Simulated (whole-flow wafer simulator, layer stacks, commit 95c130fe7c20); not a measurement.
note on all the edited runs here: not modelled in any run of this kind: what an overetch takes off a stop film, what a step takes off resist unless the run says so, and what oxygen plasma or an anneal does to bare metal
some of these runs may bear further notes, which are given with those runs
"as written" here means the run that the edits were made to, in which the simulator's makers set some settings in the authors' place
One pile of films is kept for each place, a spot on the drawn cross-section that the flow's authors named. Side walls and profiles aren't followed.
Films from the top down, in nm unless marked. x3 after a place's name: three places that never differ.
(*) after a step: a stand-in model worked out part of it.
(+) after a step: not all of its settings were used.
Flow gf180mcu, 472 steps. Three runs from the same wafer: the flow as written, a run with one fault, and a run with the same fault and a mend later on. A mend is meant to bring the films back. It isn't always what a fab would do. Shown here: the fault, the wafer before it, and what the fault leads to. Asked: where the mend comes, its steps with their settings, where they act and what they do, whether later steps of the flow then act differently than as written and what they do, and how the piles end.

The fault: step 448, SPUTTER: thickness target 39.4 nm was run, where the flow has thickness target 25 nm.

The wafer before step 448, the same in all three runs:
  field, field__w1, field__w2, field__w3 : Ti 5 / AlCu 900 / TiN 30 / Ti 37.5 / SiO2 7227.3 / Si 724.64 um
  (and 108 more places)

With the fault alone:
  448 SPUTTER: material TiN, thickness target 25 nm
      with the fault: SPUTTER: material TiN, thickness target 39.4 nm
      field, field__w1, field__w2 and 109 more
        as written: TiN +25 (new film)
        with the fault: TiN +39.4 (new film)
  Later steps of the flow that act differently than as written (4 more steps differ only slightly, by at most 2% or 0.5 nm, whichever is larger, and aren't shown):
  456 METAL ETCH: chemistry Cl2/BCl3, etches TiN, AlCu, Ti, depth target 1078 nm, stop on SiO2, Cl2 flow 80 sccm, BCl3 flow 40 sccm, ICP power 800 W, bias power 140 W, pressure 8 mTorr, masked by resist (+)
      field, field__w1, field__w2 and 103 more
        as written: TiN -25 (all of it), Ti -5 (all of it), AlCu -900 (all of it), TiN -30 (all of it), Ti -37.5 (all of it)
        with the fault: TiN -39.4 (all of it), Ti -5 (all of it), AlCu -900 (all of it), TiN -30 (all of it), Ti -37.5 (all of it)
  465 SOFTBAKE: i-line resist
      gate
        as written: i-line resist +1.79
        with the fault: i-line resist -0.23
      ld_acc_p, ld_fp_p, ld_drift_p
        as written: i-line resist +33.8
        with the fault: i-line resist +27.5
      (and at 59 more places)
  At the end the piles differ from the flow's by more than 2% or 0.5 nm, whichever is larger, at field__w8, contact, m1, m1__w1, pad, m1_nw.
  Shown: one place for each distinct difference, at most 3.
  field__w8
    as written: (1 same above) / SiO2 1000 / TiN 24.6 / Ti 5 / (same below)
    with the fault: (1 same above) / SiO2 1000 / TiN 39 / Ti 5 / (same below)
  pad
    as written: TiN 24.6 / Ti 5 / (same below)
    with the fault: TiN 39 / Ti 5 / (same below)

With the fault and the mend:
  The mend comes after step 455.
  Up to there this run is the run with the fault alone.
  455a STRIP: chemistry O2/N2, power 2160 W, pressure 1700 mTorr (*)
      field__w8, contact, m1, m1__w1, pad, m1_nw
        resist -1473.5 (all of it)
  455b METAL ETCH: chemistry Cl2/BCl3, etches TiN, AlCu, Ti, depth target 14.4 nm, Cl2 flow 80 sccm, BCl3 flow 40 sccm, ICP power 800 W, bias power 140 W, pressure 8 mTorr (the flow's step 260 once more, with other settings)
      field, field__w1, field__w2 and 109 more
        TiN -14.4
  455c HMDS: 120 C, 60 s (the flow's step 450 once more)
      changes no film at any place that is followed
  455d COAT: resist, thickness 1500 nm (the flow's step 451 once more)
      field, field__w1, field__w2 and 109 more
        resist +1500 (new film)
  455e SOFTBAKE: resist (the flow's step 452 once more)
      changes no film at any place that is followed
  455f EXPOSE: photomask MetalTop (the flow's step 453 once more)
      changes no film at any place that is followed
  455g PEB: resist, 70.3 s (the flow's step 454 once more)
      field, field__w1, field__w2 and 109 more
        resist -26.5
  455h DEVELOP: thickness 1500 nm, 60 s (the flow's step 455 once more)
      field, field__w1, field__w2 and 103 more
        resist -1473.5 (all of it)
  No later step of the flow acts differently than as written at any place that is followed.
  At the end the piles are the same as the flow's at every place that both follow.
